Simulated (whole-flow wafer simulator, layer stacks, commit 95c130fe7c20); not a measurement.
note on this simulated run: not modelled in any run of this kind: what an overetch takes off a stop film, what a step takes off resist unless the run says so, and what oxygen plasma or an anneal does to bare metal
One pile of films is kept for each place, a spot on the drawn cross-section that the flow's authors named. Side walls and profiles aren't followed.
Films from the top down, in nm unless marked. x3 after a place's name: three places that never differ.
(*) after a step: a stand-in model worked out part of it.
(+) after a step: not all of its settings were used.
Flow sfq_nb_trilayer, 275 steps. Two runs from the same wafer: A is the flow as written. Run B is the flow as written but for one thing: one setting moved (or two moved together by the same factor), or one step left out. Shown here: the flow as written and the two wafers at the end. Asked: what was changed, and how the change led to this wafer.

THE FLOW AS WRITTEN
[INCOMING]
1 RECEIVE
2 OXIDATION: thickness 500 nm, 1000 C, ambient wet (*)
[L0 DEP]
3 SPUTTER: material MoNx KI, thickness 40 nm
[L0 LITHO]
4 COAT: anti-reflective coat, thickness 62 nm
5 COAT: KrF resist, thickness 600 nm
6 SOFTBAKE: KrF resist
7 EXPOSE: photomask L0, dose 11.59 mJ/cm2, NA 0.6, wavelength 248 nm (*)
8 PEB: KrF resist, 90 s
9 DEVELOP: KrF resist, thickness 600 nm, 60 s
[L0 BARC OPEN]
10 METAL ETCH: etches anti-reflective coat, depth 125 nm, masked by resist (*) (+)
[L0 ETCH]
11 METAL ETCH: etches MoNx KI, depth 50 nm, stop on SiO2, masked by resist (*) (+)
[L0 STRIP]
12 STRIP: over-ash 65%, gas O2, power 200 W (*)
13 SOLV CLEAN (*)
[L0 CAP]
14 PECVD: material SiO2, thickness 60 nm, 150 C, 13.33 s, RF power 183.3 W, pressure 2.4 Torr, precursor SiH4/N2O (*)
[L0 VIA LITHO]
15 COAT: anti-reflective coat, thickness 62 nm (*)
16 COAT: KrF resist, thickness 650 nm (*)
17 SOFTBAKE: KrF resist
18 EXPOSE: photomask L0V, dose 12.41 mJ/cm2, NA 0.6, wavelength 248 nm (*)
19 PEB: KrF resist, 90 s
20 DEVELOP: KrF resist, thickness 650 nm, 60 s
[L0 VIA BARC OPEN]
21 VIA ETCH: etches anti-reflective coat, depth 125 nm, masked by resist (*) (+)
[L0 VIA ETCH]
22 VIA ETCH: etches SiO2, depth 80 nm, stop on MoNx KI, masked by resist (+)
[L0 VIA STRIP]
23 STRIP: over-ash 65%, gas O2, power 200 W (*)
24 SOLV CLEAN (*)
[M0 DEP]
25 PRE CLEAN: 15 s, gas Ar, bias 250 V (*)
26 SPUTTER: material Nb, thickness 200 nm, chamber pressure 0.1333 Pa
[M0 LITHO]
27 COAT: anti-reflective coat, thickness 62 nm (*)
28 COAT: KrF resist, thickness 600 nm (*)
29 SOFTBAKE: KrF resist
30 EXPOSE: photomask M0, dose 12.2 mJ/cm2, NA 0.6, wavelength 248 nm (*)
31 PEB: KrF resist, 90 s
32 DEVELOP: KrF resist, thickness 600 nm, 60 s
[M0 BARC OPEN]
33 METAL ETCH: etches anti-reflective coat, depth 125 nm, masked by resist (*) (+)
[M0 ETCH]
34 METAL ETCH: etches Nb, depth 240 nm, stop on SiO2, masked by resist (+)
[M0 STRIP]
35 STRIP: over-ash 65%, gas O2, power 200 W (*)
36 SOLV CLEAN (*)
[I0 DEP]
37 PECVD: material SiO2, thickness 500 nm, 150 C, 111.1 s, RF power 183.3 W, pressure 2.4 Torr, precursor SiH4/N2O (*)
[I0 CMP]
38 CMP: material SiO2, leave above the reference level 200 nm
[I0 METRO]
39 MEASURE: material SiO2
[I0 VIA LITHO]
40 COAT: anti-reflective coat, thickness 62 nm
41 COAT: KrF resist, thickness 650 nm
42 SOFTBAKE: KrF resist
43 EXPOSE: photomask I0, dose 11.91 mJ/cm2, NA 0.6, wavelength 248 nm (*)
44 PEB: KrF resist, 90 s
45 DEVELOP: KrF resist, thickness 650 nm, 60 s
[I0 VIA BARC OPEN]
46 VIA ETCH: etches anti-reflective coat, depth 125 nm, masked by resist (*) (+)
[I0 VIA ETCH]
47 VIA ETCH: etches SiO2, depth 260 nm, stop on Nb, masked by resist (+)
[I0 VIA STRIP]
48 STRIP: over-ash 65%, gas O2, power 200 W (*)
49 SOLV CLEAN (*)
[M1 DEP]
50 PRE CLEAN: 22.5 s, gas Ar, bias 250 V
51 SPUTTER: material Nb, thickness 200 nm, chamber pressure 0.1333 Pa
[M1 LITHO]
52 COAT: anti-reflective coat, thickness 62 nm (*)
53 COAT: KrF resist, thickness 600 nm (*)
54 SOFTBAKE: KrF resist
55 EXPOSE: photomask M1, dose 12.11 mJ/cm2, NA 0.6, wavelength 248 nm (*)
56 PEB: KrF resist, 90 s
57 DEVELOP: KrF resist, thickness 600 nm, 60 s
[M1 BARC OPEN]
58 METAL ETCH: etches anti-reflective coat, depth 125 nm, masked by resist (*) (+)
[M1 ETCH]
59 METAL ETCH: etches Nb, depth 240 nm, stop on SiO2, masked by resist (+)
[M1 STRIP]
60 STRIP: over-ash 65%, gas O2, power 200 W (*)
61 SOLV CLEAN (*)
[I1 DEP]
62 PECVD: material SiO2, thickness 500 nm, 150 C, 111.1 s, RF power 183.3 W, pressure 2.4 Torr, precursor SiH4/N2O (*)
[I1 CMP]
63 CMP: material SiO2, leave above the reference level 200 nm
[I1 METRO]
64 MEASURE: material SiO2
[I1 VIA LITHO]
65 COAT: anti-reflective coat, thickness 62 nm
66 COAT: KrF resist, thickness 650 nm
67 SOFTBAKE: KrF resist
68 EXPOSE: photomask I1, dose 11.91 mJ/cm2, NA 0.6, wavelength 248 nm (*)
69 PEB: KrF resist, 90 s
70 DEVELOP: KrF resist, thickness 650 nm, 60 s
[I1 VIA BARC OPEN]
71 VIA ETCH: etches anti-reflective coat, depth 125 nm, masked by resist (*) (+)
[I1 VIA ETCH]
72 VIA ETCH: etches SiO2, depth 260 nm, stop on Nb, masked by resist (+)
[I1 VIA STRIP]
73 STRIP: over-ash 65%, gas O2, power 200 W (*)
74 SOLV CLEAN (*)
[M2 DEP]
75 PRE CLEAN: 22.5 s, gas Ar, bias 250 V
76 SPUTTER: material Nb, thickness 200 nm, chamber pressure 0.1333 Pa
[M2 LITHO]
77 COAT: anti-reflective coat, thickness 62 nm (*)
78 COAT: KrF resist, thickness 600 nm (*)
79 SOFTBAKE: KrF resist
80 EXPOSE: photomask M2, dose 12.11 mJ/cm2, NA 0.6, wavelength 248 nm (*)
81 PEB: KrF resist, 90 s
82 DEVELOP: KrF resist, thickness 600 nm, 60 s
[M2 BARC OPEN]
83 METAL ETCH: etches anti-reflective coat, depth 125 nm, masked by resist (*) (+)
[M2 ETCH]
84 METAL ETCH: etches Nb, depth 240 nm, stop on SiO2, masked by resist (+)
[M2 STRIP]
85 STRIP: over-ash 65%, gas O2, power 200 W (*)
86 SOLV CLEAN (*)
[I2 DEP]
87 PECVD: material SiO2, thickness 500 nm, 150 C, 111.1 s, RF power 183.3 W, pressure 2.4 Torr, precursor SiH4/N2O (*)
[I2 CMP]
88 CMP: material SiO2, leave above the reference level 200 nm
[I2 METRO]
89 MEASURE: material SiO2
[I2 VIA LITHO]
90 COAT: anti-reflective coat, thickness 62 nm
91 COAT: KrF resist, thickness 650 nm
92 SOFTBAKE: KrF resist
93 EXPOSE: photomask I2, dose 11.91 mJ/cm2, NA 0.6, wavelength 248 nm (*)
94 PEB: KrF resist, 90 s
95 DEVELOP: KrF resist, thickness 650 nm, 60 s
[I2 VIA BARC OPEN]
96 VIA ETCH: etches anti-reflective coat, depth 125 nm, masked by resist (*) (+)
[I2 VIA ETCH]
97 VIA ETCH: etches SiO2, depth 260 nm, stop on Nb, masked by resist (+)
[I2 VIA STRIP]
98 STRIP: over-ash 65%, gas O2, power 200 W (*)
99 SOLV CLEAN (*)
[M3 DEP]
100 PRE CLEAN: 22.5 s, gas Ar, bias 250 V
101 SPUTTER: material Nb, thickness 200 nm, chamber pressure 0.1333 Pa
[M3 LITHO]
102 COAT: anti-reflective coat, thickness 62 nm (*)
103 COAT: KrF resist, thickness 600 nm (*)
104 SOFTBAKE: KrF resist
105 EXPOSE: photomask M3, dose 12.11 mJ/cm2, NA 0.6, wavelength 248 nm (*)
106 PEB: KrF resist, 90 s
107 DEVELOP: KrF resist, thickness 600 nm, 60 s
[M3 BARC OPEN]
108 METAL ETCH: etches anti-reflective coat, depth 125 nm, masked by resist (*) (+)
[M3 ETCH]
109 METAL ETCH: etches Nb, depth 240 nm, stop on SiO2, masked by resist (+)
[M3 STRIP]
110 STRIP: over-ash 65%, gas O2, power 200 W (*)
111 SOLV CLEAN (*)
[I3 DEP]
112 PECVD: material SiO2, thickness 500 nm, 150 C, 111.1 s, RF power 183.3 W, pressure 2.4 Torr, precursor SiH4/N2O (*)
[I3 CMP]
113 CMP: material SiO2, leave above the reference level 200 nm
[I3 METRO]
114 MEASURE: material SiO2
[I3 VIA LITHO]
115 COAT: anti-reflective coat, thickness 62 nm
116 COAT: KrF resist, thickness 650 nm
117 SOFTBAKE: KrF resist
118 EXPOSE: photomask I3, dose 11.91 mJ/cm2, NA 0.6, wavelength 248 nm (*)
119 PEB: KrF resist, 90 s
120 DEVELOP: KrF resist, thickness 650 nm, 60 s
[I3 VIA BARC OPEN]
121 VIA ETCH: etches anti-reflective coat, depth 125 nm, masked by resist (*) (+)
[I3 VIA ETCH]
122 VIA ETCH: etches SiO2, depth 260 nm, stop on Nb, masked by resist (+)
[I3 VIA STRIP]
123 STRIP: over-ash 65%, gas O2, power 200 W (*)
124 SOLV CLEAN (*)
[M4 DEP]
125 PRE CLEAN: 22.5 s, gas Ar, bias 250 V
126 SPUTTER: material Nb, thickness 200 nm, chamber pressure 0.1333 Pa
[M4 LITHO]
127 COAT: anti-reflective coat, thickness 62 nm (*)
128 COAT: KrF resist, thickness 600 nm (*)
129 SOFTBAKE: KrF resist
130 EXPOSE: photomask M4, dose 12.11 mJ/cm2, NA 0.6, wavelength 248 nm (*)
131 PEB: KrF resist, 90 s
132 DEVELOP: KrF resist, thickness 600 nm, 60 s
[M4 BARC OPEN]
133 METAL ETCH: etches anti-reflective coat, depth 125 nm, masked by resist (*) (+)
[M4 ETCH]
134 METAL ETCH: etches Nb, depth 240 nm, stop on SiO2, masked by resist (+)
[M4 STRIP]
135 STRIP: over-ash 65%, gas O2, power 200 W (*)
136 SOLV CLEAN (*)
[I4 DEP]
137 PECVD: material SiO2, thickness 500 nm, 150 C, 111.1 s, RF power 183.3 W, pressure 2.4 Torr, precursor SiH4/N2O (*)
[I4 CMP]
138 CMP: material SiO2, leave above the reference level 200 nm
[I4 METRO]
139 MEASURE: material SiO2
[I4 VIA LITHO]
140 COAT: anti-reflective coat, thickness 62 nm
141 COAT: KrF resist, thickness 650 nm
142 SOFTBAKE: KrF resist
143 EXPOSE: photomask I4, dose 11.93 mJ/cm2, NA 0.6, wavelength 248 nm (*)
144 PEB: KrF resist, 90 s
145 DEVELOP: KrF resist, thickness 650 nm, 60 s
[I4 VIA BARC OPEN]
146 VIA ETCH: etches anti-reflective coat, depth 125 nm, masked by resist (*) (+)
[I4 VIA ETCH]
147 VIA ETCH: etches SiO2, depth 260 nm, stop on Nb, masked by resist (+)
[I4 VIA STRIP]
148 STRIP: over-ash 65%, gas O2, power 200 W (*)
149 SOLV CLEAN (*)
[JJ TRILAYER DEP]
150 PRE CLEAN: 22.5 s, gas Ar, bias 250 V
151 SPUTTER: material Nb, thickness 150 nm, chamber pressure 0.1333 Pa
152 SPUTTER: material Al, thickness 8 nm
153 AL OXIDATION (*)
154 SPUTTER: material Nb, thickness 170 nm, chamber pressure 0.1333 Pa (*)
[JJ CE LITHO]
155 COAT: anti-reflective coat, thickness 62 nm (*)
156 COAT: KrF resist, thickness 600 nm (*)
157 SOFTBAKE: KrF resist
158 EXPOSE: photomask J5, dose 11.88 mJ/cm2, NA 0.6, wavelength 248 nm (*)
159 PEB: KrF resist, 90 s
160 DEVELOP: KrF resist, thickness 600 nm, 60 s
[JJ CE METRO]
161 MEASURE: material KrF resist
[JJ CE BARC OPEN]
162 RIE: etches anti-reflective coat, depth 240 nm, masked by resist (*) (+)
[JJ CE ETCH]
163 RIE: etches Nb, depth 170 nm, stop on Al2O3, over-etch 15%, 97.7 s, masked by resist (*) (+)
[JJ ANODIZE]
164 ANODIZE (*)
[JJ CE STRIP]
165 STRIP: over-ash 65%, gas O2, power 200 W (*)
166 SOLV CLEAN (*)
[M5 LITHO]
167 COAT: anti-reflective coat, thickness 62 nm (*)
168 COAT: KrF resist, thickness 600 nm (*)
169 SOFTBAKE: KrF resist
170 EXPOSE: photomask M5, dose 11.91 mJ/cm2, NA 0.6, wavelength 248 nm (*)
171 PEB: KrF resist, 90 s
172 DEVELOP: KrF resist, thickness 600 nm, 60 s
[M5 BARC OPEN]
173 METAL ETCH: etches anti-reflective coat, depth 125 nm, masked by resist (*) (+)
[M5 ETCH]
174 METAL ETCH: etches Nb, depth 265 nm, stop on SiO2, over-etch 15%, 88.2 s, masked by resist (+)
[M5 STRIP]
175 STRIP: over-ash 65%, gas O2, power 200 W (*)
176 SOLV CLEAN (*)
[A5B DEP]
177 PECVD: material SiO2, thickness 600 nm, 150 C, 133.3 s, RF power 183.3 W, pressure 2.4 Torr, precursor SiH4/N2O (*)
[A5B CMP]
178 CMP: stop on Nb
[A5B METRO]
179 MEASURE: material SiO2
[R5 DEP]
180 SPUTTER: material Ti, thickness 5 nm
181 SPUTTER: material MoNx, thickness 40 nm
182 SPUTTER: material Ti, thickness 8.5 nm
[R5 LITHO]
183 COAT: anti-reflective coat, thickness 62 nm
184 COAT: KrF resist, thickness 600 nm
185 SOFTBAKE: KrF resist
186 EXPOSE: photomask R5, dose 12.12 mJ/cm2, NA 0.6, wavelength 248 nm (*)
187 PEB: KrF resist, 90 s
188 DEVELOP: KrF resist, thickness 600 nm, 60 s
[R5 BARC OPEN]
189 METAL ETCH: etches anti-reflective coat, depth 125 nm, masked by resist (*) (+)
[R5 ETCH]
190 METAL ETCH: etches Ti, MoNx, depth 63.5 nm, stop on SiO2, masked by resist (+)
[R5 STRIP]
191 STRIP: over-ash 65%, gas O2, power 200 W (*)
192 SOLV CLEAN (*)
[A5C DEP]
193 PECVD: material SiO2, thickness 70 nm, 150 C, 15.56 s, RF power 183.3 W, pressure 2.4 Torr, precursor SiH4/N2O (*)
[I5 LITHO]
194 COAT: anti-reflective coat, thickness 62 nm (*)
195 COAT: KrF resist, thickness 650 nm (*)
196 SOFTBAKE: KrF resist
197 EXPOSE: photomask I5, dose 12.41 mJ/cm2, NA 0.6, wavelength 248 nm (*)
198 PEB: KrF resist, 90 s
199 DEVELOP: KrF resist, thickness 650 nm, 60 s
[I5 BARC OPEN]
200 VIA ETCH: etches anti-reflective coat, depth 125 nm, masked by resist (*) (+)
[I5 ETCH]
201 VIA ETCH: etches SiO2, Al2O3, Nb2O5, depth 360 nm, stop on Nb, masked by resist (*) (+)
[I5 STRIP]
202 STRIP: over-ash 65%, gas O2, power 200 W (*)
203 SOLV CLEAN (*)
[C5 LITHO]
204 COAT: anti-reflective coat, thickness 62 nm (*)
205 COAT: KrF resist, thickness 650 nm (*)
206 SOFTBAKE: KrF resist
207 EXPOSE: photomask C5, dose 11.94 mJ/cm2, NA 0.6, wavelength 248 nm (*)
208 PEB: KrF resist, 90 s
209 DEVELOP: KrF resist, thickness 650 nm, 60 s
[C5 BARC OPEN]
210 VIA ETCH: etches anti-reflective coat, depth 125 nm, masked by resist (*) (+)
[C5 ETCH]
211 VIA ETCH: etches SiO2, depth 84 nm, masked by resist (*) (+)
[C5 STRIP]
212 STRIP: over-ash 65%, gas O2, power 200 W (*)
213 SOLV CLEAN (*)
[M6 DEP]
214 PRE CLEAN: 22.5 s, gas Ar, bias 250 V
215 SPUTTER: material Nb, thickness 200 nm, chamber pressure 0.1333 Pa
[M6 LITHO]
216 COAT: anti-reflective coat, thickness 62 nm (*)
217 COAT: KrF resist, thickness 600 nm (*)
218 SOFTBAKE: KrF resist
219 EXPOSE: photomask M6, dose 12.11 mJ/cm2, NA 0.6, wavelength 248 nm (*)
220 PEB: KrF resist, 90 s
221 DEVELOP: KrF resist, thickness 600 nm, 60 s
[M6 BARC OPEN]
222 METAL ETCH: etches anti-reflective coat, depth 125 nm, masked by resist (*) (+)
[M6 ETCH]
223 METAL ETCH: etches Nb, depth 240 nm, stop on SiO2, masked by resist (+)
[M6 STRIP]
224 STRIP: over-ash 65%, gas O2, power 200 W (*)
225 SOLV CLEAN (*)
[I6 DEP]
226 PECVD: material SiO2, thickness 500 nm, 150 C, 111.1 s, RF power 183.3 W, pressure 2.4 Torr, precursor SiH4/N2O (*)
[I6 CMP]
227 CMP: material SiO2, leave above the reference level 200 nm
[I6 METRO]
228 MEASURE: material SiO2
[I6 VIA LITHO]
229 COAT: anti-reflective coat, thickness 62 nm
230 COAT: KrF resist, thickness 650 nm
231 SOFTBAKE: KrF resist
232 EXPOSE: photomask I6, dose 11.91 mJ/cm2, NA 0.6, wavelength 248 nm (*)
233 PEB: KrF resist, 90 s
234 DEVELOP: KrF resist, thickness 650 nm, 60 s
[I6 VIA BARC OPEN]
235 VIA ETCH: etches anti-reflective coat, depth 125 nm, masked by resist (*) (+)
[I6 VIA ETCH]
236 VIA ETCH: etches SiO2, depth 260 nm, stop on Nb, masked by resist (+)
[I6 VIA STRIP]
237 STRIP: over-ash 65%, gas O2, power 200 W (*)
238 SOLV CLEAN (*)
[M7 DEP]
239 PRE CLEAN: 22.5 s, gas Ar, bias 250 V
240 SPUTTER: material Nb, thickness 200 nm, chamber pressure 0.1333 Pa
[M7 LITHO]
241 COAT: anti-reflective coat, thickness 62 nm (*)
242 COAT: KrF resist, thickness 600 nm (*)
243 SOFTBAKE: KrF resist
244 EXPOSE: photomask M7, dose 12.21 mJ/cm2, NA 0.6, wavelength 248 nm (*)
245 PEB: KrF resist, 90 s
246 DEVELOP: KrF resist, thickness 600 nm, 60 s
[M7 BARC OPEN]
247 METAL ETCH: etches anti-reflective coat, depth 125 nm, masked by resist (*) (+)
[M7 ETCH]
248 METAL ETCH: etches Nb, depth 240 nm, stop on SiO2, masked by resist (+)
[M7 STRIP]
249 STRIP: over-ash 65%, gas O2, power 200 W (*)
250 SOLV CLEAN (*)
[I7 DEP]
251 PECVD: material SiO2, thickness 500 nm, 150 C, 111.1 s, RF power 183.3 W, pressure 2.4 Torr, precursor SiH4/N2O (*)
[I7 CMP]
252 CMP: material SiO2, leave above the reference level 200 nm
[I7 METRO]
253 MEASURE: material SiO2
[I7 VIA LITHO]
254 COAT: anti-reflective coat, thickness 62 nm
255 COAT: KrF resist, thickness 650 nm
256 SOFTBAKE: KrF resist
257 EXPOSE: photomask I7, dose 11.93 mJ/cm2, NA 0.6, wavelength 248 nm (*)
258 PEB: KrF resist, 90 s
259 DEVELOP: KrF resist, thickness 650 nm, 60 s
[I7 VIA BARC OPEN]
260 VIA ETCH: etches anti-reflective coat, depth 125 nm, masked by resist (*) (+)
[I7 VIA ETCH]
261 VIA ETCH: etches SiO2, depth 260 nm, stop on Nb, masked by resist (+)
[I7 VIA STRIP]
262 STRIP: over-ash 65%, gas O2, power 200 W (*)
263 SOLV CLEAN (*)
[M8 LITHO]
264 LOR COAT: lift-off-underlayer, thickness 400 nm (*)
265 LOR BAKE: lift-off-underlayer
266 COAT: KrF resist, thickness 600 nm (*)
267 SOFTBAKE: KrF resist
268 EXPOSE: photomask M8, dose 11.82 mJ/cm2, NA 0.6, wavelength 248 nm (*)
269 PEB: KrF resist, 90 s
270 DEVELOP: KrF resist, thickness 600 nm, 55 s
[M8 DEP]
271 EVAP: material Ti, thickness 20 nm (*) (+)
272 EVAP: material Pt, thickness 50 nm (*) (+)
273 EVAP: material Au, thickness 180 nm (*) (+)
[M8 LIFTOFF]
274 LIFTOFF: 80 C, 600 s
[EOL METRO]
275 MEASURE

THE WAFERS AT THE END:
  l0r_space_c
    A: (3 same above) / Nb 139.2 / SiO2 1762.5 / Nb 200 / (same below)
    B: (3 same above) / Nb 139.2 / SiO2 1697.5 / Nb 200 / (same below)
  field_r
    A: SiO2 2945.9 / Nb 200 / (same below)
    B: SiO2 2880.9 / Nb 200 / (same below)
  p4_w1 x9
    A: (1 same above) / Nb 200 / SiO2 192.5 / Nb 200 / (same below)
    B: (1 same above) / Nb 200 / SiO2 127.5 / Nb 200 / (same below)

The cause: step 113, CMP: leave above the reference level 135 nm was run, where the flow has leave above the reference level 200 nm.

How the change led to this, step by step:
  113 CMP: material SiO2, leave above the reference level 200 nm
      field_l, be, be_sur and 64 more: A SiO2 -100 | B SiO2 -165
      v_sur, via_wl, via_wr and 27 more: A SiO2 -300 | B SiO2 -365
      (and at 9 more places)
  122 VIA ETCH: etches SiO2, depth 260 nm, stop on Nb, masked by resist (+)
      field_l, v_sur, via_wl and 102 more: A KrF resist -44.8 | B KrF resist -34.9
      via_v: A SiO2 -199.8 (all of it) | B SiO2 -134.8 (all of it)
  126 SPUTTER: material Nb, thickness 200 nm, chamber pressure 0.1333 Pa
      via_v: A Nb +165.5 | B Nb +179.9
  127 COAT: anti-reflective coat, thickness 62 nm (*)
      via_sp: A anti-reflective coat +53 (new film) | B anti-reflective coat +54.3 (new film)
      via_v: A anti-reflective coat +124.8 (new film) | B anti-reflective coat +109.7 (new film)
      (and at 1 more place)
  128 COAT: KrF resist, thickness 600 nm (*)
      via_v: A KrF resist +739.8 (new film) | B KrF resist +686.2 (new film)
  135 STRIP: over-ash 65%, gas O2, power 200 W (*)
      via_sp: A KrF resist -373.9 (all of it), anti-reflective coat -53 (all of it) | B KrF resist -378.3 (all of it), anti-reflective coat -54.3 (all of it)
      via_v: A KrF resist -521.8 (all of it), anti-reflective coat -124.8 (all of it) | B KrF resist -468.3 (all of it), anti-reflective coat -109.7 (all of it)
      (and at 1 more place)
  137 PECVD: material SiO2, thickness 500 nm, 150 C, 111.1 s, RF power 183.3 W, pressure 2.4 Torr, precursor SiH4/N2O (*)
      via_v: A SiO2 +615 (new film) | B SiO2 +511.2 (new film)
  138 CMP: material SiO2, leave above the reference level 200 nm
      via_v: A SiO2 -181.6 | B SiO2 -157.1
